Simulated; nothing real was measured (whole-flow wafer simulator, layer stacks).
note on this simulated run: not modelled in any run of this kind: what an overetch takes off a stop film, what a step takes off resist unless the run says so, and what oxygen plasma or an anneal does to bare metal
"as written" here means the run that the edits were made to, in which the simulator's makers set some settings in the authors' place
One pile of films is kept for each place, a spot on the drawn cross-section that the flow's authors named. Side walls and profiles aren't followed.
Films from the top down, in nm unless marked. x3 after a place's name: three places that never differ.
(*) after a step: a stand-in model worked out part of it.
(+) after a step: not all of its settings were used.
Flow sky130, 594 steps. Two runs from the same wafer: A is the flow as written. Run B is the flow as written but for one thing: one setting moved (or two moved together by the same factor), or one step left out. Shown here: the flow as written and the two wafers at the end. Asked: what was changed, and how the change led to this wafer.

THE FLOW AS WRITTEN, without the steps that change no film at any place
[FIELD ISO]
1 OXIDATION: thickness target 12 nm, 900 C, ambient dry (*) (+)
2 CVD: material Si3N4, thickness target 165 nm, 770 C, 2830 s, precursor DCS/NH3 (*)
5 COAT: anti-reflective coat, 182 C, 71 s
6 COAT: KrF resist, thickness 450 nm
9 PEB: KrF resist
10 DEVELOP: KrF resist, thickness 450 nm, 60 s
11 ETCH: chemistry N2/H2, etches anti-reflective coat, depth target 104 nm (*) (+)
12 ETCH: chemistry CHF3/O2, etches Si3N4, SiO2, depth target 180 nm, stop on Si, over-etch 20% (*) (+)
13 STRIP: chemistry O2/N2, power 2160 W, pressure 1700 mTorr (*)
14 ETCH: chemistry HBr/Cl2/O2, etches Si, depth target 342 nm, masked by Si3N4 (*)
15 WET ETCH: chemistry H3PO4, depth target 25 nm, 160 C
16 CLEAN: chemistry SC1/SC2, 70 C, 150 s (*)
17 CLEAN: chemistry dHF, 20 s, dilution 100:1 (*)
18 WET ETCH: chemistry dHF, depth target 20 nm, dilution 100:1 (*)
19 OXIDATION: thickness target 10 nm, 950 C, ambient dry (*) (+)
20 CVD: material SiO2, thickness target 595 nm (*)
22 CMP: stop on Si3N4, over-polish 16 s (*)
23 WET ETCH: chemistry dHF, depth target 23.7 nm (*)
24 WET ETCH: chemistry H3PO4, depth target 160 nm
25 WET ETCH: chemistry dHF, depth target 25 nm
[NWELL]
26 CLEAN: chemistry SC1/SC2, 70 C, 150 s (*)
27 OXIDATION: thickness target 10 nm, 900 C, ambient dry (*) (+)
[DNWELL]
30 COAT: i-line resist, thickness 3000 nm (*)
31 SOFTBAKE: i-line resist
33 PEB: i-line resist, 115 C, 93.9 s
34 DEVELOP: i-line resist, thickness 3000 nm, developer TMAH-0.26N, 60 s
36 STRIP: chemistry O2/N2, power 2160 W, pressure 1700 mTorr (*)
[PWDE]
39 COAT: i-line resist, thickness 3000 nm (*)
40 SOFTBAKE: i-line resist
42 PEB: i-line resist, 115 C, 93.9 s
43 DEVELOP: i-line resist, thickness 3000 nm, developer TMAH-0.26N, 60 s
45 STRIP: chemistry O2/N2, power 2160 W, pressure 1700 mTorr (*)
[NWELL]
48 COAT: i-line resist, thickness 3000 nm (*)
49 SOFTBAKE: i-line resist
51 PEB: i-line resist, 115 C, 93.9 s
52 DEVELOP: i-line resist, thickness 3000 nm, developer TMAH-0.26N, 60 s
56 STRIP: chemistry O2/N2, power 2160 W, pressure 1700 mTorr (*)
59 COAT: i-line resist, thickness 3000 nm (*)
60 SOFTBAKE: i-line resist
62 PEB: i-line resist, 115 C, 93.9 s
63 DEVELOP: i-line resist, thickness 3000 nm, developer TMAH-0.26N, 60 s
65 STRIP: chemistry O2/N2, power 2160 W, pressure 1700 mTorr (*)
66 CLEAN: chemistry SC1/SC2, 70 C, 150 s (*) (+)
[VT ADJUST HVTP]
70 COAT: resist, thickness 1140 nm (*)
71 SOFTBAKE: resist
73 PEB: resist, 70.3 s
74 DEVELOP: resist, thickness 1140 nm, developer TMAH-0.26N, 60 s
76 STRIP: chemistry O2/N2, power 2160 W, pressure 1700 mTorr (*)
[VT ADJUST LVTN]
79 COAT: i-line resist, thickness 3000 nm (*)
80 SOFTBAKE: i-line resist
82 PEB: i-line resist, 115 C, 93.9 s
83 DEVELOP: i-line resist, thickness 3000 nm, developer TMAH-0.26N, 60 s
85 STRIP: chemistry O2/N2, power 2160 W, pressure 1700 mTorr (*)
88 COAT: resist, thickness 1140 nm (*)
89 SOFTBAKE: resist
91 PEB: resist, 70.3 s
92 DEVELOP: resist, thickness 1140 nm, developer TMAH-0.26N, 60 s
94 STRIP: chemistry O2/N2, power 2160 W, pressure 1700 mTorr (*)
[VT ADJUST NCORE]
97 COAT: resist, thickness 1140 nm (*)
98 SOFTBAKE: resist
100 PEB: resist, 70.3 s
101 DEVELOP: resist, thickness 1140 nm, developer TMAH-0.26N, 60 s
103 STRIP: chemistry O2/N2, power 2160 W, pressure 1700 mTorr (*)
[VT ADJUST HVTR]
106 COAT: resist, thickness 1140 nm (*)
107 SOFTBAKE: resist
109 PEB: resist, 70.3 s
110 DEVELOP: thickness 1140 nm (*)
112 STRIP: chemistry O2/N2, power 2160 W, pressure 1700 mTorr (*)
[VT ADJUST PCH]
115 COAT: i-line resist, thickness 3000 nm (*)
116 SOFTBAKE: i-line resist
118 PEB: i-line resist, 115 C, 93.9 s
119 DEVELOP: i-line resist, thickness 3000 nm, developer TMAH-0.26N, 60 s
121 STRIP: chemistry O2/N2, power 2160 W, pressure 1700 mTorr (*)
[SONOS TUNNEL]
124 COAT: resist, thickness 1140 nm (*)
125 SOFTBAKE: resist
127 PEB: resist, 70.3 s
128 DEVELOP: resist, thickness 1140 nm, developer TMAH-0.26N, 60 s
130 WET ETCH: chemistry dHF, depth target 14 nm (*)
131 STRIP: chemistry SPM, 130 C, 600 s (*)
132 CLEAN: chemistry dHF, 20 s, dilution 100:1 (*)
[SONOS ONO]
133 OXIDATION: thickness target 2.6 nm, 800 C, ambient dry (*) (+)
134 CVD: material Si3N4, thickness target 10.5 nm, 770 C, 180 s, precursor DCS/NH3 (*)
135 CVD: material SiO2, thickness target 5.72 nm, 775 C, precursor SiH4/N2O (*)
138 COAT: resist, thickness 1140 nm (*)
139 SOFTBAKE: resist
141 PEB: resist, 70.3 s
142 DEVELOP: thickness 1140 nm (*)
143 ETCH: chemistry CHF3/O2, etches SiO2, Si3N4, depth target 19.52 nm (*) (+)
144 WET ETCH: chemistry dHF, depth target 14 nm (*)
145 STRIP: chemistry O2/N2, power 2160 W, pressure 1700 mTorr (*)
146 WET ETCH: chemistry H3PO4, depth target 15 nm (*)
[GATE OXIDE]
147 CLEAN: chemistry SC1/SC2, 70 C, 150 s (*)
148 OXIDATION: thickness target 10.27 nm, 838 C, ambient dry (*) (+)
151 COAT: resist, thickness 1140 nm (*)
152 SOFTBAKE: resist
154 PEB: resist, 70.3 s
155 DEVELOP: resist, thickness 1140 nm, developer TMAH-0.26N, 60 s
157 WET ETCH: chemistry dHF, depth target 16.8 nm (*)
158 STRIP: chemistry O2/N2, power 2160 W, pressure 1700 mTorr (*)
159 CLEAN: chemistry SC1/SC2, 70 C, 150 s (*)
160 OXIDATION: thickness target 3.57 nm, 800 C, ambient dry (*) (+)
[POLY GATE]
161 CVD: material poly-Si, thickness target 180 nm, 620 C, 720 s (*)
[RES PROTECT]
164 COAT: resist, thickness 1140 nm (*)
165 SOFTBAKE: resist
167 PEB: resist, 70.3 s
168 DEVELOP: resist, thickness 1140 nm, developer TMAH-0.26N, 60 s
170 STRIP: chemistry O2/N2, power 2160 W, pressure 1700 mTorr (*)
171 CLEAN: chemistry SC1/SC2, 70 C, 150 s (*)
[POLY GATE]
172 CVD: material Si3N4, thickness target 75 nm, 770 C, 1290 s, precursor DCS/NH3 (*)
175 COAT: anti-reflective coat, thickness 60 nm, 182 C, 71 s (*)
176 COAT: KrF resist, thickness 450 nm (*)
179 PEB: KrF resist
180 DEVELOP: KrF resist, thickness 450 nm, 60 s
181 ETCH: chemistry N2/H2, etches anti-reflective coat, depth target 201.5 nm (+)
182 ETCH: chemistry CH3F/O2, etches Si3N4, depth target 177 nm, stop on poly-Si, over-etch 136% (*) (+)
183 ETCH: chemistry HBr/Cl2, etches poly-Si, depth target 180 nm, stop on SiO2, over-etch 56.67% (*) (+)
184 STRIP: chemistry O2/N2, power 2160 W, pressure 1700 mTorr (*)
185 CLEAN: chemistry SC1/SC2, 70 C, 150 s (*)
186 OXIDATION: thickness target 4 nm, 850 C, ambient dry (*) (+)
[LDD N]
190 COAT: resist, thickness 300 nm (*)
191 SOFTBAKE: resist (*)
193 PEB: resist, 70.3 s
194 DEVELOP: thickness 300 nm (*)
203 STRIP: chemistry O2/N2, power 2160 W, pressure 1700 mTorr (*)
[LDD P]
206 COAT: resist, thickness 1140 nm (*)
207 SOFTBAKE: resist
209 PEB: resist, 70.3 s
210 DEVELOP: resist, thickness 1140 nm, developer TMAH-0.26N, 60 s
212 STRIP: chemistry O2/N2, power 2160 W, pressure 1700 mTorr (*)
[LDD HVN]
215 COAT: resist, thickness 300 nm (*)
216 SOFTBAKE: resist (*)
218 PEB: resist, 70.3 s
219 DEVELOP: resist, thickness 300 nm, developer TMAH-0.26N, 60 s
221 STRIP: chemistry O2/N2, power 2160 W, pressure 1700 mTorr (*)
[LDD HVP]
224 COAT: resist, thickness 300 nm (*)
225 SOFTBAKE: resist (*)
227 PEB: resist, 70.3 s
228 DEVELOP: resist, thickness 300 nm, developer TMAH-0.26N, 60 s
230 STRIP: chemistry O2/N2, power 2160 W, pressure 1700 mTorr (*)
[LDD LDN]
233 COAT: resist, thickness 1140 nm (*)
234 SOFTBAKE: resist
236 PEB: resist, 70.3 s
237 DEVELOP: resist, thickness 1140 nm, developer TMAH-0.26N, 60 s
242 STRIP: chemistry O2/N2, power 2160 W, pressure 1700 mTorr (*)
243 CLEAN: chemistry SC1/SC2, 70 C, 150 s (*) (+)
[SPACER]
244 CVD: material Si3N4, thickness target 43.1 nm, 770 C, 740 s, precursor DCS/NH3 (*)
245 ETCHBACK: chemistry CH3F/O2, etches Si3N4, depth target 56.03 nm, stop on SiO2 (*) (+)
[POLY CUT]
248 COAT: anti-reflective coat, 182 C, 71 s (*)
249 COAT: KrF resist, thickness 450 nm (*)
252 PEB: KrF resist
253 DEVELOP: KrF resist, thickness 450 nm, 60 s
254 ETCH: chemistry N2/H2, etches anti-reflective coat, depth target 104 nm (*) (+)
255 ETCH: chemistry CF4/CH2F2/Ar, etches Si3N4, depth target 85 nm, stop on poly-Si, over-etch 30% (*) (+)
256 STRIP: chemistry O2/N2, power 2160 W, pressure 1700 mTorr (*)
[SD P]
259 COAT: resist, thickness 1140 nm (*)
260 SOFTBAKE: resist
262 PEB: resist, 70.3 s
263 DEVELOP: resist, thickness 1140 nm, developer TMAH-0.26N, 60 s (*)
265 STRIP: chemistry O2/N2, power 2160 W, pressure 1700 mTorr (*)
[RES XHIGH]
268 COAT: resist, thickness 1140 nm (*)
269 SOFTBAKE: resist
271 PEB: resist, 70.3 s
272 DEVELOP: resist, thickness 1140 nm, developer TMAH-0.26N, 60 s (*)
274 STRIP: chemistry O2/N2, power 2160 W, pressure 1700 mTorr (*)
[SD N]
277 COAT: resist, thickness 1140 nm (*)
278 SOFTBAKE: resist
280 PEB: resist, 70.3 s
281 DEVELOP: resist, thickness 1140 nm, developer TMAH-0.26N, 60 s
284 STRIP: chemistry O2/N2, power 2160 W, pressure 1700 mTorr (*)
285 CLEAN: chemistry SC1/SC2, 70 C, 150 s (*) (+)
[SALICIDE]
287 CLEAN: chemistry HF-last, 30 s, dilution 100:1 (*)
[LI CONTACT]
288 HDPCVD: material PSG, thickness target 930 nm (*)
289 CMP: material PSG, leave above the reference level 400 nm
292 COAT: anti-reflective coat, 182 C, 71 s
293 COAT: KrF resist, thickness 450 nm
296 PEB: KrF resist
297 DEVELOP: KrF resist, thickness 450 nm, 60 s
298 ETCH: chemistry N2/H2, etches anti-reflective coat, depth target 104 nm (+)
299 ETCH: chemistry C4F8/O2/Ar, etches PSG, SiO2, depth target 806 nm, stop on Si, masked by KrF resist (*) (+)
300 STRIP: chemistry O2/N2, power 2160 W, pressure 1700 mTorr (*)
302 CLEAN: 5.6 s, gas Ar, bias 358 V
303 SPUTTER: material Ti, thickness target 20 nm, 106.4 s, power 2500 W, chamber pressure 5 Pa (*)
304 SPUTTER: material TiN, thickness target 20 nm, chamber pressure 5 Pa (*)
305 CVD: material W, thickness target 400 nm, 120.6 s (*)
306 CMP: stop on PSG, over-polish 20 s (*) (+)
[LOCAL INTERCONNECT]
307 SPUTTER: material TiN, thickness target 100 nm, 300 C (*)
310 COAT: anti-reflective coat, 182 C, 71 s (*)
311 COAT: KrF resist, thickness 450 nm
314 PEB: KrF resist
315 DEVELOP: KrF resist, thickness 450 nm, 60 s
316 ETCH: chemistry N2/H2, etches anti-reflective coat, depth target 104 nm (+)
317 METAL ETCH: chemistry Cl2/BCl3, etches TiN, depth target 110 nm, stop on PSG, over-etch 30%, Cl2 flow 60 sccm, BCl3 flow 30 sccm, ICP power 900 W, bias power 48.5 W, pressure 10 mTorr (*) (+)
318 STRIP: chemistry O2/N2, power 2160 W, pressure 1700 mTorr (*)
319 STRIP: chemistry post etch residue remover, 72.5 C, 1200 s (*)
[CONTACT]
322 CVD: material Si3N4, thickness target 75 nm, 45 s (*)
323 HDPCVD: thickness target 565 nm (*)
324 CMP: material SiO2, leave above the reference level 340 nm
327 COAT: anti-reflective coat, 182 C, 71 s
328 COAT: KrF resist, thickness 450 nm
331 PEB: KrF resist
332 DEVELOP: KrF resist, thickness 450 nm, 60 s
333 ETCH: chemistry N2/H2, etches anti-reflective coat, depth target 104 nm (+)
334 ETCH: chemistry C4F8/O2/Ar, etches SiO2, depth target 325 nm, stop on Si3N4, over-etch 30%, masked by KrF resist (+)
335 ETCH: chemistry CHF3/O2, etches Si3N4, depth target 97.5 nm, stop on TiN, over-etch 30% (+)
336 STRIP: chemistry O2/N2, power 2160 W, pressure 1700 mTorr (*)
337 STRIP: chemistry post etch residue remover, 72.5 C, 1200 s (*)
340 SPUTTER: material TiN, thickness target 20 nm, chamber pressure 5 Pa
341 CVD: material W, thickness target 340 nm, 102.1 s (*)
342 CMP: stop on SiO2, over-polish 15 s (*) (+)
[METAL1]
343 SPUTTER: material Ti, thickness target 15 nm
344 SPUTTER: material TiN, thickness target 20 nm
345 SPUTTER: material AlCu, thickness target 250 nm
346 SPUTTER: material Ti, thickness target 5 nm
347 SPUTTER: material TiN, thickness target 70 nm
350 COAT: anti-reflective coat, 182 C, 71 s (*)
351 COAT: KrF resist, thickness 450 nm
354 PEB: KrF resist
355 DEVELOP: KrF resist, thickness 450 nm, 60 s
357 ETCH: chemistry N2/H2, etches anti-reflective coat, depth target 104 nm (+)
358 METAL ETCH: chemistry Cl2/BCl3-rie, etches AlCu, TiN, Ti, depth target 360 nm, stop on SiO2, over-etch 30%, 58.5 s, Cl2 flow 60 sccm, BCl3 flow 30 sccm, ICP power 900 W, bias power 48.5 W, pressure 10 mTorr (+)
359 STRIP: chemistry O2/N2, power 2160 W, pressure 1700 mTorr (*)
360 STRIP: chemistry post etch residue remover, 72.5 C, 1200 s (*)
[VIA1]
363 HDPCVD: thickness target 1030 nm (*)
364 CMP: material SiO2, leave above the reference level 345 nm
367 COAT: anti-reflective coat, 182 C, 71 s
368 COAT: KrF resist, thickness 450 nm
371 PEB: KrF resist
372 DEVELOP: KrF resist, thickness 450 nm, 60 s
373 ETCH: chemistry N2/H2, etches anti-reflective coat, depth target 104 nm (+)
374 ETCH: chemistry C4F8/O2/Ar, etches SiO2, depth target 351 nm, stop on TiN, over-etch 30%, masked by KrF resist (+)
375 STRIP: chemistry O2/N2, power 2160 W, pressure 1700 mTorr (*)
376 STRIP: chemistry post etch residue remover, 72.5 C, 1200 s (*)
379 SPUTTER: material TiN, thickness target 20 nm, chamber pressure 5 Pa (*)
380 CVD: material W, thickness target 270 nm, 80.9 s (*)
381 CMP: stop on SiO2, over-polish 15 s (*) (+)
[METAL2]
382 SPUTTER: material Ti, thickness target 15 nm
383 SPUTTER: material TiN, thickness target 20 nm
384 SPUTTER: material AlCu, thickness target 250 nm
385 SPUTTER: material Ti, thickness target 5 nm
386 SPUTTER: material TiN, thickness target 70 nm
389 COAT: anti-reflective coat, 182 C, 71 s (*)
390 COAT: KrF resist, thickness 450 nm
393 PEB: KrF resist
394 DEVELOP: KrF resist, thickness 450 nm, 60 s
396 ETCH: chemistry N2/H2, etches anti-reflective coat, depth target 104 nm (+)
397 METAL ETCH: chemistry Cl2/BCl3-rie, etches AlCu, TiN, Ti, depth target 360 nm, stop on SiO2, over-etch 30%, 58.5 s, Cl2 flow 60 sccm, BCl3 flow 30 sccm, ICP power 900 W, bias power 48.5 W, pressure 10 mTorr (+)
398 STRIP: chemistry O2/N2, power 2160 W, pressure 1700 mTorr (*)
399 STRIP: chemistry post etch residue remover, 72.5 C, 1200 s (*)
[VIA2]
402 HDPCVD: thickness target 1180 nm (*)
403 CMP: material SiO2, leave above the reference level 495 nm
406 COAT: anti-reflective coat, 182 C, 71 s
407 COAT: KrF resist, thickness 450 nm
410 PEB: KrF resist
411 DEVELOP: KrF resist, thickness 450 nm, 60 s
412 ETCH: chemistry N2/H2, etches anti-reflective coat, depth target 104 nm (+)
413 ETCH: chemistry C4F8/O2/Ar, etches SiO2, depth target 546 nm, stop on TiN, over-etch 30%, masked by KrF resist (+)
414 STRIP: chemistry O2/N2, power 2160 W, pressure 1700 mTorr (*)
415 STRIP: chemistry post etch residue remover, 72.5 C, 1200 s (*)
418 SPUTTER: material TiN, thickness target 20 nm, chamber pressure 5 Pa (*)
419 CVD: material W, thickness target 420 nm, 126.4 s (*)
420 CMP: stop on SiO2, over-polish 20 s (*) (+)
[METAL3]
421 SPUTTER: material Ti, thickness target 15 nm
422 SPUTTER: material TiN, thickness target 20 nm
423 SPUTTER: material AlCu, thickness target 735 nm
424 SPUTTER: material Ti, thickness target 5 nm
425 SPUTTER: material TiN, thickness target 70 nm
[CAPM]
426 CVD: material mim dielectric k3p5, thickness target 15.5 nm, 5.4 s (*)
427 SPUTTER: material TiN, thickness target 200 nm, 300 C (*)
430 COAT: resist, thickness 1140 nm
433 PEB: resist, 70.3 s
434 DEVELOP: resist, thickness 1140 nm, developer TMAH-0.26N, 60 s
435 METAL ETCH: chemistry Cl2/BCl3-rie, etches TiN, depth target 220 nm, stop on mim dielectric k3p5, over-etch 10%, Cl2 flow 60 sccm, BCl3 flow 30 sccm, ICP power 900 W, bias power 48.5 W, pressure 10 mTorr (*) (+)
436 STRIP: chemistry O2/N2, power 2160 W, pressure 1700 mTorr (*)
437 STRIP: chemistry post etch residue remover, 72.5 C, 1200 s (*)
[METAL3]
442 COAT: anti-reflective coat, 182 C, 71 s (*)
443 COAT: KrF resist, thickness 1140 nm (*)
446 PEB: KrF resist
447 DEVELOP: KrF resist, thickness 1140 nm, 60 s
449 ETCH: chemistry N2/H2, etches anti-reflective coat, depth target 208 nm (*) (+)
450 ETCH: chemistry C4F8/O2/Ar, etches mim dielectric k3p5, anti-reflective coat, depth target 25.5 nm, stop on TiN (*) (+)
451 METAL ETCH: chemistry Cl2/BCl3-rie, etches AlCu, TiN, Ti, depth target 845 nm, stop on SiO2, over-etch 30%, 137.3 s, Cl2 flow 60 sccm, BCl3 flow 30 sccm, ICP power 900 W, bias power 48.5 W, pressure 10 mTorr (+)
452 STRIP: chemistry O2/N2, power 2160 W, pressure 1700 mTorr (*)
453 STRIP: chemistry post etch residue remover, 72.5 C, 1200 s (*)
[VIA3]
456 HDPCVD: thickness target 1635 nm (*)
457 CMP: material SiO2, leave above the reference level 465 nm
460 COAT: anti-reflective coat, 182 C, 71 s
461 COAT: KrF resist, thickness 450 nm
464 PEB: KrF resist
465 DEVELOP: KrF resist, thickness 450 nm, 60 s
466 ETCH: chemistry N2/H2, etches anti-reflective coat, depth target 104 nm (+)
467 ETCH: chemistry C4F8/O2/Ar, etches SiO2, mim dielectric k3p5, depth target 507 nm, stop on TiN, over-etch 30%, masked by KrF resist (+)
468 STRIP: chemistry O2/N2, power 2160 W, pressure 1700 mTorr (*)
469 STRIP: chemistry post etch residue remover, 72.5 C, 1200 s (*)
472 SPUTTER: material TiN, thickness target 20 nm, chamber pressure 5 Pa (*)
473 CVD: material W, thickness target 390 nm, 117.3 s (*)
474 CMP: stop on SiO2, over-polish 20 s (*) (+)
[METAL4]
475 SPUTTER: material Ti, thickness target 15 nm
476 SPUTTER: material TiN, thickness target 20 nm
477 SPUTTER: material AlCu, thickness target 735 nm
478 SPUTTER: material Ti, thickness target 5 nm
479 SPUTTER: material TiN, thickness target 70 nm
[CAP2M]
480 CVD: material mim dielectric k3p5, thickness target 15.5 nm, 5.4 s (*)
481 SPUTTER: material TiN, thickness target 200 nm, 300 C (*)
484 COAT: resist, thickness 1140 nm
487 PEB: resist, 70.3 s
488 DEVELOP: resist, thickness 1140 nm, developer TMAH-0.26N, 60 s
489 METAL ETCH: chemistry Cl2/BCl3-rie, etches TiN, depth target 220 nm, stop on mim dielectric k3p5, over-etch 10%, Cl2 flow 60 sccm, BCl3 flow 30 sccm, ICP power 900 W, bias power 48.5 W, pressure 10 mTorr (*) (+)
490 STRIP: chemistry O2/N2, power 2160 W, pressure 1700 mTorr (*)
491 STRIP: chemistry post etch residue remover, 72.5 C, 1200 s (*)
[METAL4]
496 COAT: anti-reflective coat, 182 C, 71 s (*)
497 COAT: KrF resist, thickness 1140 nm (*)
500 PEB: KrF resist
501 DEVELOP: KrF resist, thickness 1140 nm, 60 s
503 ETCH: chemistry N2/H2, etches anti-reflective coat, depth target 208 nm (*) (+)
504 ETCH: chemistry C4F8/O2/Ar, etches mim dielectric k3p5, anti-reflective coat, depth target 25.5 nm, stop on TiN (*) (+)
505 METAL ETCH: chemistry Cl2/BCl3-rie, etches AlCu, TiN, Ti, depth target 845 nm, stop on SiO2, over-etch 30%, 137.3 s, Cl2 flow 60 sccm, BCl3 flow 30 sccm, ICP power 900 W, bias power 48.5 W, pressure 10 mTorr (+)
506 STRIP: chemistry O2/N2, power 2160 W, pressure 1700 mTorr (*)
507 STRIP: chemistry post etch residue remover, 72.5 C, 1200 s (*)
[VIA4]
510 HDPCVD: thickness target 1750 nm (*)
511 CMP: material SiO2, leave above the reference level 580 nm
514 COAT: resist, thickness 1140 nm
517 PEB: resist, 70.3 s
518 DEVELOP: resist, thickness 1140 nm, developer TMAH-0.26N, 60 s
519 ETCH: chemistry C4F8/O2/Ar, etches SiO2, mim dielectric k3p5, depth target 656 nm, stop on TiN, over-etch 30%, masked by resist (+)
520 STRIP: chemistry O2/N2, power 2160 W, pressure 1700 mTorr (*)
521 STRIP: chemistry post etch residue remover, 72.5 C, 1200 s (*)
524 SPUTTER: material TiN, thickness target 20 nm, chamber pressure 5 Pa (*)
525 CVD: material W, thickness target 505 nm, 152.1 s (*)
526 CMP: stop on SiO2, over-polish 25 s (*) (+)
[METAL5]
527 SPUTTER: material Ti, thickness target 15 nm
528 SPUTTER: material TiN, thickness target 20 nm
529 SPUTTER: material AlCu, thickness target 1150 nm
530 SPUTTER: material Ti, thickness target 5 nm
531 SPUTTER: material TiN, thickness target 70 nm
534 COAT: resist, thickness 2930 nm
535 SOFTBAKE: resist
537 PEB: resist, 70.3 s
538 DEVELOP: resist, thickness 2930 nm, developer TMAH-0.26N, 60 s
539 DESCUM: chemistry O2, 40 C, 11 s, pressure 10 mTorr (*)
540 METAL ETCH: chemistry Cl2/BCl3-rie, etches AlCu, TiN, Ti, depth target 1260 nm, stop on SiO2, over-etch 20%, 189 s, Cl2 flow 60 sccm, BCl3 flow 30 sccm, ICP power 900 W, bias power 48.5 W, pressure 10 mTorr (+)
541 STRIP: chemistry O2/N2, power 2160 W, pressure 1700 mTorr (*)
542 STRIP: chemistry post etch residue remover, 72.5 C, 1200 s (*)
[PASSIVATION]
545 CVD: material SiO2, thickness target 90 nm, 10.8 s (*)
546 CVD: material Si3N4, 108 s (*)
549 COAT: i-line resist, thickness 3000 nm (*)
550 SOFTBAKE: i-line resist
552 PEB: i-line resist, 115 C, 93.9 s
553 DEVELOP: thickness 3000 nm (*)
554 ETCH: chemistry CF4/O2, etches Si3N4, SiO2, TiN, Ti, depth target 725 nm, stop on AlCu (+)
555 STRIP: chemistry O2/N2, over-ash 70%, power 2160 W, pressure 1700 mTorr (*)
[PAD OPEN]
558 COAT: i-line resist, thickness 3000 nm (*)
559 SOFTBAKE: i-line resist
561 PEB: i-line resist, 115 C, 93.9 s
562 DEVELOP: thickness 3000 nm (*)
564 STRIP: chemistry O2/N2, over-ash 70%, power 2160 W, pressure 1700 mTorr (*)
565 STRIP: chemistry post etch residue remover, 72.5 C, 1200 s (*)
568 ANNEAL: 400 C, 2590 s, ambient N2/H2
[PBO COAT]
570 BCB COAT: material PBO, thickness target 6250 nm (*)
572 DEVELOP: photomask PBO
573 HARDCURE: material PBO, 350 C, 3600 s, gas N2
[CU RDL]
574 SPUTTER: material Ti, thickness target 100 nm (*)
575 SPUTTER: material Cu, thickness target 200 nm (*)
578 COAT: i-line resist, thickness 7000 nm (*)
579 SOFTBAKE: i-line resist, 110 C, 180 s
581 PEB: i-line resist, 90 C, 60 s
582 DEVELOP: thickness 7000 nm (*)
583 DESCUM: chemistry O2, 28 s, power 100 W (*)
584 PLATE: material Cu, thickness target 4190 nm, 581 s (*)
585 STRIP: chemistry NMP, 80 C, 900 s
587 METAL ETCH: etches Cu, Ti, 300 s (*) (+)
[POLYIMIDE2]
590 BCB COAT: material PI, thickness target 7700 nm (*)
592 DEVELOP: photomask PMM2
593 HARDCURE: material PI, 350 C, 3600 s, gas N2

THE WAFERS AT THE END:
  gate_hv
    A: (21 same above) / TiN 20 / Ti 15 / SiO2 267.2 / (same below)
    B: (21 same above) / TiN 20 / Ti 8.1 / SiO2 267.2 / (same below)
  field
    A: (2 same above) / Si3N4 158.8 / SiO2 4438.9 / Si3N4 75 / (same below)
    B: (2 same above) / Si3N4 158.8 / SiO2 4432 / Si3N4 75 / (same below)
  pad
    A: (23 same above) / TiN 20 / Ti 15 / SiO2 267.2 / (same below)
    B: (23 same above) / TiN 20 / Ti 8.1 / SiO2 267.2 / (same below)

The cause: step 382, SPUTTER: thickness target 8.1 nm was run, where the flow has thickness target 15 nm.
It can be read off the wafer: gate_hv has Ti 8.1, and step 382 as written asks for 15 nm.

How the change led to this, step by step:
  382 SPUTTER: material Ti, thickness target 15 nm
      field, active, n_well and 188 more: A Ti +15 (new film) | B Ti +8.1 (new film)
  397 METAL ETCH: chemistry Cl2/BCl3-rie, etches AlCu, TiN, Ti, depth target 360 nm, stop on SiO2, over-etch 30%, 58.5 s, Cl2 flow 60 sccm, BCl3 flow 30 sccm, ICP power 900 W, bias power 48.5 W, pressure 10 mTorr (+)
      field, active, gate and 82 more: A TiN -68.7 (all of it), Ti -5 (all of it), AlCu -250 (all of it), TiN -20 (all of it), Ti -15 (all of it), SiO2 -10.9 | B TiN -68.7 (all of it), Ti -5 (all of it), AlCu -250 (all of it), TiN -20 (all of it), Ti -8.1 (all of it), SiO2 -11.6
